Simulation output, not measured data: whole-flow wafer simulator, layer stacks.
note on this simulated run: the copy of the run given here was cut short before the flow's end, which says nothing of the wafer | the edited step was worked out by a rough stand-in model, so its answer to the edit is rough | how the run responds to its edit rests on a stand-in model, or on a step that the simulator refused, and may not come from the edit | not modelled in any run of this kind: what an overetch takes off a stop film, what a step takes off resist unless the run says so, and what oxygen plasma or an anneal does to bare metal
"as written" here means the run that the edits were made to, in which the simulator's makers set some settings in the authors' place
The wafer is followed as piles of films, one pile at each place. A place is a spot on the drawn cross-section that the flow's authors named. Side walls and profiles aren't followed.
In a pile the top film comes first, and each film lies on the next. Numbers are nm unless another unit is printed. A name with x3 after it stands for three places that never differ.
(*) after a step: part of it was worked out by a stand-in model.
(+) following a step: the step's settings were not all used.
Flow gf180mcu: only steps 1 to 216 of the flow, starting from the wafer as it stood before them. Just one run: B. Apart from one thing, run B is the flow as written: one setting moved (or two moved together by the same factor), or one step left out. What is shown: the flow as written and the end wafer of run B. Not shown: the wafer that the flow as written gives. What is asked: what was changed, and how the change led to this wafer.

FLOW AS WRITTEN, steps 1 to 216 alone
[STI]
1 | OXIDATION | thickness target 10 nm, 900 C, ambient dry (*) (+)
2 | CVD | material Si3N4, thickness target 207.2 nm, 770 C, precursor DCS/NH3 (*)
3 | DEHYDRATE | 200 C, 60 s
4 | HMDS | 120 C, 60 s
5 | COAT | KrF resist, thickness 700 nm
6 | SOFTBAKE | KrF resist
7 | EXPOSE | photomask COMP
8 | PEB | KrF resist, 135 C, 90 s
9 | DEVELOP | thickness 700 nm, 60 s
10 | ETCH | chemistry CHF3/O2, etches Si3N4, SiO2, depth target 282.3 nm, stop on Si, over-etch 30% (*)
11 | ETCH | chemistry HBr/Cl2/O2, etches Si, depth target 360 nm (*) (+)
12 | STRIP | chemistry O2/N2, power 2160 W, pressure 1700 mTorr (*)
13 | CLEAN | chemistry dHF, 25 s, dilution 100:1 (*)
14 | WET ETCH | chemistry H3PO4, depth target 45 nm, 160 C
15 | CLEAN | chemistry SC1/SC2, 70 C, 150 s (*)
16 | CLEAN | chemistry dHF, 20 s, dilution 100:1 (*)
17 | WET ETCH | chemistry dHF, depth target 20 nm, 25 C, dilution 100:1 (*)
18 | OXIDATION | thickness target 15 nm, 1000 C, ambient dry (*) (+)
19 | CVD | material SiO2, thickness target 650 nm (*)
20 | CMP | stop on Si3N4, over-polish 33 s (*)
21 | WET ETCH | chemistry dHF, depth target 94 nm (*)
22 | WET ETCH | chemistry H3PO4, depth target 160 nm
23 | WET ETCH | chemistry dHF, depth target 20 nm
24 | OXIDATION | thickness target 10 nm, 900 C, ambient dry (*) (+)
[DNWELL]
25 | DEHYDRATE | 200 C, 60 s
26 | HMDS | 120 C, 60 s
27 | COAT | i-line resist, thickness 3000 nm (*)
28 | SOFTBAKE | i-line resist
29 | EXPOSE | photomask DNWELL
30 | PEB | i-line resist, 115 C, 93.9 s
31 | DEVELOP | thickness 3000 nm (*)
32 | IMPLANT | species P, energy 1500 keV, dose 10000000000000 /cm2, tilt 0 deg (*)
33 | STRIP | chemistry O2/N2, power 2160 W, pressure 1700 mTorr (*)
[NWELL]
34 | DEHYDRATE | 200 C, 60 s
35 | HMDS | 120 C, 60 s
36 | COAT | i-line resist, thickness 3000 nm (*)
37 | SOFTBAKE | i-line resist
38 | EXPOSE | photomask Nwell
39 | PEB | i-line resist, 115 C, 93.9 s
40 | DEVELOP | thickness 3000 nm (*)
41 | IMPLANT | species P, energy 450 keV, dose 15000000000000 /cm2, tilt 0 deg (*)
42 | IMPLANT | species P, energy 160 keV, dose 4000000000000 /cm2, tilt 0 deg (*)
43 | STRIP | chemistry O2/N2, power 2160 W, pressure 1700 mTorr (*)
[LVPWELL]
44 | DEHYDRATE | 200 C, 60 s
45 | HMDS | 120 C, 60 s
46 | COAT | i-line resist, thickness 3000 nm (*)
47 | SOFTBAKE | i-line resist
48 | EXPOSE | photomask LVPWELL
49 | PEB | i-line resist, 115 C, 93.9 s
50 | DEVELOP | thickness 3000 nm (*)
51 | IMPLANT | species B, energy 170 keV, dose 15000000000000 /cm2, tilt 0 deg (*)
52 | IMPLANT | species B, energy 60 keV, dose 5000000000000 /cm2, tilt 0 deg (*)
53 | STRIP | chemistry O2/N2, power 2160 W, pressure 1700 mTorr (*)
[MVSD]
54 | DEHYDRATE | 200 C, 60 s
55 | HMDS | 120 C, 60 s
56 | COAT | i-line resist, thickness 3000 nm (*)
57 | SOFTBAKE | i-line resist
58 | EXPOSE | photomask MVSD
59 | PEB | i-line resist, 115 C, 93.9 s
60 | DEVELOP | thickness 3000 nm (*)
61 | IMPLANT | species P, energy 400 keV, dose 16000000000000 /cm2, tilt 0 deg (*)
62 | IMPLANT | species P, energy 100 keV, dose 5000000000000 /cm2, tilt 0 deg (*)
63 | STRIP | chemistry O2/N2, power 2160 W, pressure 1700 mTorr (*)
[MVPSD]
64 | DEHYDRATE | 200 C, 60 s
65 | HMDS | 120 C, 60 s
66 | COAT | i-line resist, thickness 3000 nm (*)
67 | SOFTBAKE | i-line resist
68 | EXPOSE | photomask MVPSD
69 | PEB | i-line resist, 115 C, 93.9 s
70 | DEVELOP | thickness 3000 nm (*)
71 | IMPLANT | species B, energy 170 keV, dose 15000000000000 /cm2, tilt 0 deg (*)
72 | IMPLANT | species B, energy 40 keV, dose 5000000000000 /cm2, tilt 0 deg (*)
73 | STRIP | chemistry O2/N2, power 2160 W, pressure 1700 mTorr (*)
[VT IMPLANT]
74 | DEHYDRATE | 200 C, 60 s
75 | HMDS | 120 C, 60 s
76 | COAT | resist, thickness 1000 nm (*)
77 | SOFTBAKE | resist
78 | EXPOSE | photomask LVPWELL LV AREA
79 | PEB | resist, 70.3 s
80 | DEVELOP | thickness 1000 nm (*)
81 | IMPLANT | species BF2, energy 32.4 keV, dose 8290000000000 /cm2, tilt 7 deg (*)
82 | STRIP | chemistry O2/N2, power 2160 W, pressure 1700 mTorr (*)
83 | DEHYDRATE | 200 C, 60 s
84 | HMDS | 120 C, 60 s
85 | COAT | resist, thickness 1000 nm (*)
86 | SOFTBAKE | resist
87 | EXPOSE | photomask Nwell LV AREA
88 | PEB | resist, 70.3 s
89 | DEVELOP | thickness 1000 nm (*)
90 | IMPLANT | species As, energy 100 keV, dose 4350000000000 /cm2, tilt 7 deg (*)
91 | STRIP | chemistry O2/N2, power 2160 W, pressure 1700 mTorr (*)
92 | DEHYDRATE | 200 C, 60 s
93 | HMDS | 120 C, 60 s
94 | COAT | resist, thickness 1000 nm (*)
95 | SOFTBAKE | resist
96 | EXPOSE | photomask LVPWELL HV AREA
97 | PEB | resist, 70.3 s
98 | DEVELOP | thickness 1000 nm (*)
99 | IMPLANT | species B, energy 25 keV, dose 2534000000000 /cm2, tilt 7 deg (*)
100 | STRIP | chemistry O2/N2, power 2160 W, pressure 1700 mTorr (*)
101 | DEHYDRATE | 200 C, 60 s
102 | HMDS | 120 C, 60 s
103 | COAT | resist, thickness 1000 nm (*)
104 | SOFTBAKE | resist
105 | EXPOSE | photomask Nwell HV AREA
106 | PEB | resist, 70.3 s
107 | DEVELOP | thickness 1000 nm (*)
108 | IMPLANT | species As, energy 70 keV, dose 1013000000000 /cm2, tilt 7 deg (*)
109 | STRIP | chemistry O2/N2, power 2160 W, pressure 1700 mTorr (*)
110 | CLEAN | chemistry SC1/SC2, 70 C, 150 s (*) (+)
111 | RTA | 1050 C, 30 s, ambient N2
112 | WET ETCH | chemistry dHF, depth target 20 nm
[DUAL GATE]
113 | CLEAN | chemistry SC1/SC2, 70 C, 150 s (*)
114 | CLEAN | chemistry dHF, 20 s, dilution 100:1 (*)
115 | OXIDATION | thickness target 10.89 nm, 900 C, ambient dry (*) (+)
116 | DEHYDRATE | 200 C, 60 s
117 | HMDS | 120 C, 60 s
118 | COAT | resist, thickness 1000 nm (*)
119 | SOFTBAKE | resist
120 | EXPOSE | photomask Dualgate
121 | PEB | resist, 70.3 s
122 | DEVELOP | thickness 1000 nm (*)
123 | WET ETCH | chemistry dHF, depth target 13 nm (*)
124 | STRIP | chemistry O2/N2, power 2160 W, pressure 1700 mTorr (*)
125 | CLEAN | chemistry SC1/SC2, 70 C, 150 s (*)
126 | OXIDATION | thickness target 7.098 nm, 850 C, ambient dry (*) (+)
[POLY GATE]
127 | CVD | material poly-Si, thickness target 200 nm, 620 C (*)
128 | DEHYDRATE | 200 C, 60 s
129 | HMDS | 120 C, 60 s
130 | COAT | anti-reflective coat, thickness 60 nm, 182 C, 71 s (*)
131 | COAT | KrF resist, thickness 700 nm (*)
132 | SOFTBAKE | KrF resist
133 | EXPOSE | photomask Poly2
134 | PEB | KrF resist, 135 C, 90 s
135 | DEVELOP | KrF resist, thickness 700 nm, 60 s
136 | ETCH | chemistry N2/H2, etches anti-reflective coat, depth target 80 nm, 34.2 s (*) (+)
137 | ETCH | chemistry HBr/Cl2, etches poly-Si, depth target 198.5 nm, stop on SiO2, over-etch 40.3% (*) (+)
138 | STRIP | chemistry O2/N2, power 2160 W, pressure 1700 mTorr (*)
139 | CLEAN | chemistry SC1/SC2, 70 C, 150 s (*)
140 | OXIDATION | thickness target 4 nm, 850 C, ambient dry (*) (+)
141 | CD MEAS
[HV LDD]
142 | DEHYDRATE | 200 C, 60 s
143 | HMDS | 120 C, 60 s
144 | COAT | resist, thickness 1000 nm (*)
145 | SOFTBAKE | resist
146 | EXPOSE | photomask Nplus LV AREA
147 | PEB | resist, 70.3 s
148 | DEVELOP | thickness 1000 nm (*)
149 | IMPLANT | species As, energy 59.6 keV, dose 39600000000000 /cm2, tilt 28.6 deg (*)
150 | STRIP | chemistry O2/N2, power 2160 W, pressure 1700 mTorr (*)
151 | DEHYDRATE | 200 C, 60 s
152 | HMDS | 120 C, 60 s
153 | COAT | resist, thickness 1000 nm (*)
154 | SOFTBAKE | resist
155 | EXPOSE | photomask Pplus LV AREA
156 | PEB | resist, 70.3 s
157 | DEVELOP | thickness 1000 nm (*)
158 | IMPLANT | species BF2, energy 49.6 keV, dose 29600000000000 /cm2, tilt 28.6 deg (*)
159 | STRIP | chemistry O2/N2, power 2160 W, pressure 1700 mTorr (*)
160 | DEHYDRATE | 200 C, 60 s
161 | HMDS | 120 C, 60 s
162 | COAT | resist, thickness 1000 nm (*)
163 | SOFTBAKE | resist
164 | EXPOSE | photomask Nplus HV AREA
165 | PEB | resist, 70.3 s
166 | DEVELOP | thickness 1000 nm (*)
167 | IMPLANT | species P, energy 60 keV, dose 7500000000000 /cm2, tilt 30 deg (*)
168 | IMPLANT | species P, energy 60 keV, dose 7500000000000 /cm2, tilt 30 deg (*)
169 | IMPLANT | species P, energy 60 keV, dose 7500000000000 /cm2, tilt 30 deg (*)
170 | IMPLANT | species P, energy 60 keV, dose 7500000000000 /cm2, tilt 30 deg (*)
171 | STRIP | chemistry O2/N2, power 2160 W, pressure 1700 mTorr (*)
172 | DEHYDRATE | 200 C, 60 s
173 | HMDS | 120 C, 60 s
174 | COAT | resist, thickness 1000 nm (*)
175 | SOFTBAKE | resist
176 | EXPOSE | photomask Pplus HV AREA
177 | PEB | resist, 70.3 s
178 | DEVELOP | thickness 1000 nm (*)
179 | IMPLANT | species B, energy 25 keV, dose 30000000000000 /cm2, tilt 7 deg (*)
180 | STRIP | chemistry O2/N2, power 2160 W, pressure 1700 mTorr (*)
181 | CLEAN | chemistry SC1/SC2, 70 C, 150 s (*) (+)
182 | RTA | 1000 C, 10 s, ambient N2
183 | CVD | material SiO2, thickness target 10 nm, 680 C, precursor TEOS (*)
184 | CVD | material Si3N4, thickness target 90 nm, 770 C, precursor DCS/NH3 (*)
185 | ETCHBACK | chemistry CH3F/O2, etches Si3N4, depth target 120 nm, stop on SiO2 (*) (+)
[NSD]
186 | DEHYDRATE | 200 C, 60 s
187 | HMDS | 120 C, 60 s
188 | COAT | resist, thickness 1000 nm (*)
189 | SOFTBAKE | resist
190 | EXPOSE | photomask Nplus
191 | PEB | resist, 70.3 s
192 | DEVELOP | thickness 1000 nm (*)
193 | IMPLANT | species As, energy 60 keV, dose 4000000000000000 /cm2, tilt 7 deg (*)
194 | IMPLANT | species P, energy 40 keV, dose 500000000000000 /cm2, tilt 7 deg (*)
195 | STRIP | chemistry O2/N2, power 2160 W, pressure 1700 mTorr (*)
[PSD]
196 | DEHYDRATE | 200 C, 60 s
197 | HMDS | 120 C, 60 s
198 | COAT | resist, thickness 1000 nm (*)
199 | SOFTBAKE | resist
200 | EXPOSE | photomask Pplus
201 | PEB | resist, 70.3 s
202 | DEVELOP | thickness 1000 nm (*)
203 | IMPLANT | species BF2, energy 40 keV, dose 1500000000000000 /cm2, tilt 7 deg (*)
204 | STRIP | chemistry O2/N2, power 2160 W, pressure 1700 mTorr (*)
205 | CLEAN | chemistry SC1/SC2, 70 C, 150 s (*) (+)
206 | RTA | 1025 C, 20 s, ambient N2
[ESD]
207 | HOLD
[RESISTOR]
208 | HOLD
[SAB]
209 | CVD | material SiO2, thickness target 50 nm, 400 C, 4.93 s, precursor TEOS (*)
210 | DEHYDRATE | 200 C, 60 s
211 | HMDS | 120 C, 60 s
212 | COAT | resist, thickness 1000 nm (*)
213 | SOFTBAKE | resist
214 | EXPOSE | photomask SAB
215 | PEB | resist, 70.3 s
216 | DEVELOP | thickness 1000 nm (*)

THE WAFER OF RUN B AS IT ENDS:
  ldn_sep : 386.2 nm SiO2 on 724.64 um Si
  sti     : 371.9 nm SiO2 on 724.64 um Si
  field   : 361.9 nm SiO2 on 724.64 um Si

What caused this: step 21, WET ETCH: depth target 146 nm was run, whereas the flow has depth target 94 nm.

The path from the change to this, step by step:
  21 | WET ETCH | chemistry dHF, depth target 94 nm (*)
      active, n_well, p_well and 40 more: Si3N4 loses 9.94 (as written it would have been: Si3N4 loses 6.43)
      field, field_sub, sti and 34 more: SiO2 loses 146 (as written it would have been: SiO2 loses 94)
  22 | WET ETCH | chemistry H3PO4, depth target 160 nm
      active, n_well, p_well and 40 more: Si3N4 loses 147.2 (all of it), SiO2 loses 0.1 (as written it would have been: Si3N4 loses 150.8 (all of it), SiO2 loses 0.07)
  28 | SOFTBAKE | i-line resist
      field: i-line resist loses 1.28 (as written it would have been: i-line resist gains 2.45)
      field_sub: i-line resist loses 1.01 (as written it would have been: i-line resist gains 1.87)
      (also at 62 further places)
  37 | SOFTBAKE | i-line resist
      field: i-line resist loses 1.28 (as written it would have been: i-line resist gains 2.45)
      field_sub: i-line resist loses 1.01 (as written it would have been: i-line resist gains 1.87)
      (also at 62 further places)
  47 | SOFTBAKE | i-line resist
      field: i-line resist loses 1.28 (as written it would have been: i-line resist gains 2.45)
      field_sub: i-line resist loses 1.01 (as written it would have been: i-line resist gains 1.87)
      (also at 62 further places)
  57 | SOFTBAKE | i-line resist
      field: i-line resist loses 1.28 (as written it would have been: i-line resist gains 2.45)
      field_sub: i-line resist loses 1.01 (as written it would have been: i-line resist gains 1.87)
      (also at 62 further places)
  67 | SOFTBAKE | i-line resist
      field: i-line resist loses 1.28 (as written it would have been: i-line resist gains 2.45)
      field_sub: i-line resist loses 1.01 (as written it would have been: i-line resist gains 1.87)
      (also at 62 further places)
  76 | COAT | resist, thickness 1000 nm (*)
      p_well, spacer, sd_n: resist gains 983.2 (new film) (as written it would have been: resist gains 1033.8 (new film))
      field__w6: resist gains 1014 (new film) (as written it would have been: resist gains 984.3 (new film))
      (also at 49 further places)
  77 | SOFTBAKE | resist
      ldn_dft, ldp_dft: nothing (as written it would have been: resist loses 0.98)
      field__w2: resist gains 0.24 (as written it would have been: resist loses 0.43)
      (also at 56 further places)
  79 | PEB | resist, 70.3 s
      iso_ptap_pw, iso_ntap_nw, iso_ptap_sub and 11 more: resist loses 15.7 (as written it would have been: resist loses 16.3)
      p_well, spacer, sd_n: resist loses 15.6 (as written it would have been: resist loses 16.4)
      (also at 3 further places)
  80 | DEVELOP | thickness 1000 nm (*)
      p_well, spacer, sd_n: resist loses 967.6 (all of it) (as written it would have been: resist loses 1017.4 (all of it))
      field: resist loses 993.5 (all of it) (as written it would have been: resist loses 973 (all of it))
      (also at 6 further places)
  82 | STRIP | chemistry O2/N2, power 2160 W, pressure 1700 mTorr (*)
      field__w6: resist loses 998 (all of it) (as written it would have been: resist loses 968.6 (all of it))
      field_sub: resist loses 992.8 (all of it) (as written it would have been: resist loses 966.6 (all of it))
      (also at 43 further places)
  85 | COAT | resist, thickness 1000 nm (*)
      p_well, spacer, sd_n: resist gains 983.2 (new film) (as written it would have been: resist gains 1033.8 (new film))
      field__w6: resist gains 1014 (new film) (as written it would have been: resist gains 984.3 (new film))
      (also at 49 further places)
  86 | SOFTBAKE | resist
      ldn_dft, ldp_dft: nothing (as written it would have been: resist loses 0.98)
      field__w2: resist gains 0.24 (as written it would have been: resist loses 0.43)
      (also at 56 further places)
  88 | PEB | resist, 70.3 s
      iso_ptap_pw, iso_ntap_nw, iso_ptap_sub and 11 more: resist loses 15.7 (as written it would have been: resist loses 16.3)
      p_well, spacer, sd_n: resist loses 15.6 (as written it would have been: resist loses 16.4)
      (also at 3 further places)
  89 | DEVELOP | thickness 1000 nm (*)
      n_well: resist loses 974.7 (all of it) (as written it would have been: resist loses 1002.9 (all of it))
      sd_p: resist loses 975 (all of it) (as written it would have been: resist loses 1001.9 (all of it))
      (also at 5 further places)
  ... 55 other steps ...
  216 | DEVELOP | thickness 1000 nm (*)
      p_well, sd_n: resist loses 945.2 (all of it) (as written it would have been: resist loses 996.4 (all of it))
      field__w1: resist loses 1041.7 (all of it) (as written it would have been: resist loses 1017.5 (all of it))
      (also at 48 further places)
